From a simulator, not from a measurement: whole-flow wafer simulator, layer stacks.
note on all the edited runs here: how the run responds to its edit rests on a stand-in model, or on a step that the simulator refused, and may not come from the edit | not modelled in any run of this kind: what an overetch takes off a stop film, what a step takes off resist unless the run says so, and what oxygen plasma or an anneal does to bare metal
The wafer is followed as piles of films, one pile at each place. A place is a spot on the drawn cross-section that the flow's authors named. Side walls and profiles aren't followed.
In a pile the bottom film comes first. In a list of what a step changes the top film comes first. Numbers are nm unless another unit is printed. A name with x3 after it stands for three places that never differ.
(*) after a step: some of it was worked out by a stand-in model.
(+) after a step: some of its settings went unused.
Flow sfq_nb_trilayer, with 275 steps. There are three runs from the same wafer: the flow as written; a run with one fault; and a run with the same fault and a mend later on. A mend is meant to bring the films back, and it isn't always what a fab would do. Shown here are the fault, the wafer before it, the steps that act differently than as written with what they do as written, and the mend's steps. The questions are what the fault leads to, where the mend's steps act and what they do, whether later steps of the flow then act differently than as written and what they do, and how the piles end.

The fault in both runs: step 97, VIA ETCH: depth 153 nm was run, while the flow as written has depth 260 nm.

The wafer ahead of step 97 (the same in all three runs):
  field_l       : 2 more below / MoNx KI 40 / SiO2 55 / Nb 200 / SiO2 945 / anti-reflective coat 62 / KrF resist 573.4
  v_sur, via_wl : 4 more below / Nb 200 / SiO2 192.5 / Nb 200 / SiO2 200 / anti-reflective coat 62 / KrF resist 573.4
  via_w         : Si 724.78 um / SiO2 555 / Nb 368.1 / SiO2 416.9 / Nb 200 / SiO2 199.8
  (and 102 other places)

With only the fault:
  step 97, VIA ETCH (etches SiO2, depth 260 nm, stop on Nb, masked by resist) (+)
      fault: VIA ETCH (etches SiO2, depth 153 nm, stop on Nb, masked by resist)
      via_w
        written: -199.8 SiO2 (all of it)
        fault: -153 SiO2
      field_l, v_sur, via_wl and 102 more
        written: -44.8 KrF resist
        fault: -26.4 KrF resist
  Later steps of the flow acting differently than as written (3 more steps, not shown, differ only slightly: by at most 2% or 0.5 nm, whichever is larger):
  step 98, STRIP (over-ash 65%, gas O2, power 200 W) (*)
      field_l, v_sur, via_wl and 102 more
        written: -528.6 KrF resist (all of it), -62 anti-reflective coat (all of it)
        fault: -547.1 KrF resist (all of it), -62 anti-reflective coat (all of it)
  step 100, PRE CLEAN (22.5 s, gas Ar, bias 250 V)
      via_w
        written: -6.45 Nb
        fault: -7.5 SiO2
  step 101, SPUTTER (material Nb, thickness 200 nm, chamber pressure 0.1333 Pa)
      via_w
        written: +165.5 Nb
        fault: +175.6 Nb (new film)
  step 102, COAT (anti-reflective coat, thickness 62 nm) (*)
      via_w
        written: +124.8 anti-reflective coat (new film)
        fault: +113.3 anti-reflective coat (new film)
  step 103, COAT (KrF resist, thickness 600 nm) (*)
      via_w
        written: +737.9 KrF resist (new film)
        fault: +700.5 KrF resist (new film)
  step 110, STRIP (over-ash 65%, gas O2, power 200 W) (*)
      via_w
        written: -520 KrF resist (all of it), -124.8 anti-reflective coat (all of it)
        fault: -482.6 KrF resist (all of it), -113.3 anti-reflective coat (all of it)
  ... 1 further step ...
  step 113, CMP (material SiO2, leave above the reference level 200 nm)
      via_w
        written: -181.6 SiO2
        fault: -157.1 SiO2
  By the end, the piles at via_w depart from the flow's by more than 2% or 0.5 nm, whichever is larger.
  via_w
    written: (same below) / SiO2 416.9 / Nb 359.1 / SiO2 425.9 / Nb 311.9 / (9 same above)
    fault: (same below) / SiO2 416.9 / Nb 200 / SiO2 39.3 / Nb 175.6 / SiO2 370.1 / Nb 311.9 / (9 same above)

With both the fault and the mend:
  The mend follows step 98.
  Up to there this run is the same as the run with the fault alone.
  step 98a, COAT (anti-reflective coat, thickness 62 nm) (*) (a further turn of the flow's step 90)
      p4_fl x3, p4_w1 x9, p4_g1 x2 and 63 more
        +62 anti-reflective coat (new film)
      ce_r, sp_r, be_r and 12 more
        +61.8 anti-reflective coat (new film)
      gap, jj_sur, ce_l, c5j
        +61.7 anti-reflective coat (new film)
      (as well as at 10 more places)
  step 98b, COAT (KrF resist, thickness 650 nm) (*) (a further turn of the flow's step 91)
      p4_fl x3, p4_w1 x9, p4_g1 x2 and 63 more
        +650 KrF resist (new film)
      field_r, lsp_l, ln_m5, lsp_m, ln_m6, lsp_r, l0_sur
        +649.6 KrF resist (new film)
      r_sur, res, r_end, moat, l0v
        +649.5 KrF resist (new film)
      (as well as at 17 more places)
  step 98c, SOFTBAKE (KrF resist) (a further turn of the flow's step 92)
      does not change any film at any place that is followed
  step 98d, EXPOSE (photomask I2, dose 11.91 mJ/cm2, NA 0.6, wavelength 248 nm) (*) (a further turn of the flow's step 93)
      does not change any film at any place that is followed
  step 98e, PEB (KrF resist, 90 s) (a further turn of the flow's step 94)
      gap, jj_sur, ce_l and 93 more
        -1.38 KrF resist
      via_v, wire, be, be_sur
        -1.37 KrF resist
      field_l, v_sur, via_sp
        -1.36 KrF resist
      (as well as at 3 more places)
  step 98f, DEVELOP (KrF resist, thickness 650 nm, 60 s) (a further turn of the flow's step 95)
      field_l, v_sur, via_wl and 102 more
        -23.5 KrF resist
      via_w
        -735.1 KrF resist (all of it)
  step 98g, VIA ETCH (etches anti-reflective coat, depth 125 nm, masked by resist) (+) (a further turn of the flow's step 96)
      field_l, v_sur, via_wl and 102 more
        -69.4 KrF resist
      via_w
        -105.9 anti-reflective coat (all of it), -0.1 SiO2
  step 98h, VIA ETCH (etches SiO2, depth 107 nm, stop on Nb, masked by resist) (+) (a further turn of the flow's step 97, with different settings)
      field_l, v_sur, via_wl and 102 more
        -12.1 KrF resist
      via_w
        -46.7 SiO2 (all of it)
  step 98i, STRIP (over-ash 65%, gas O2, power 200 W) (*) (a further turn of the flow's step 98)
      p4_fl x3, p4_w1 x9, p4_g1 x2 and 63 more
        -543.6 KrF resist (all of it), -62 anti-reflective coat (all of it)
      res, r_end, moat, field_r, lsp_l, l0_sur, l0v
        -543.1 KrF resist (all of it), -61.8 anti-reflective coat (all of it)
      ln_m5, lsp_m, ln_m6, lsp_r
        -543.2 KrF resist (all of it), -61.8 anti-reflective coat (all of it)
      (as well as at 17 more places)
  None of the later steps of the flow acts differently than as written at any place that is followed.
  By the end, the piles equal the flow's at every place that both follow.
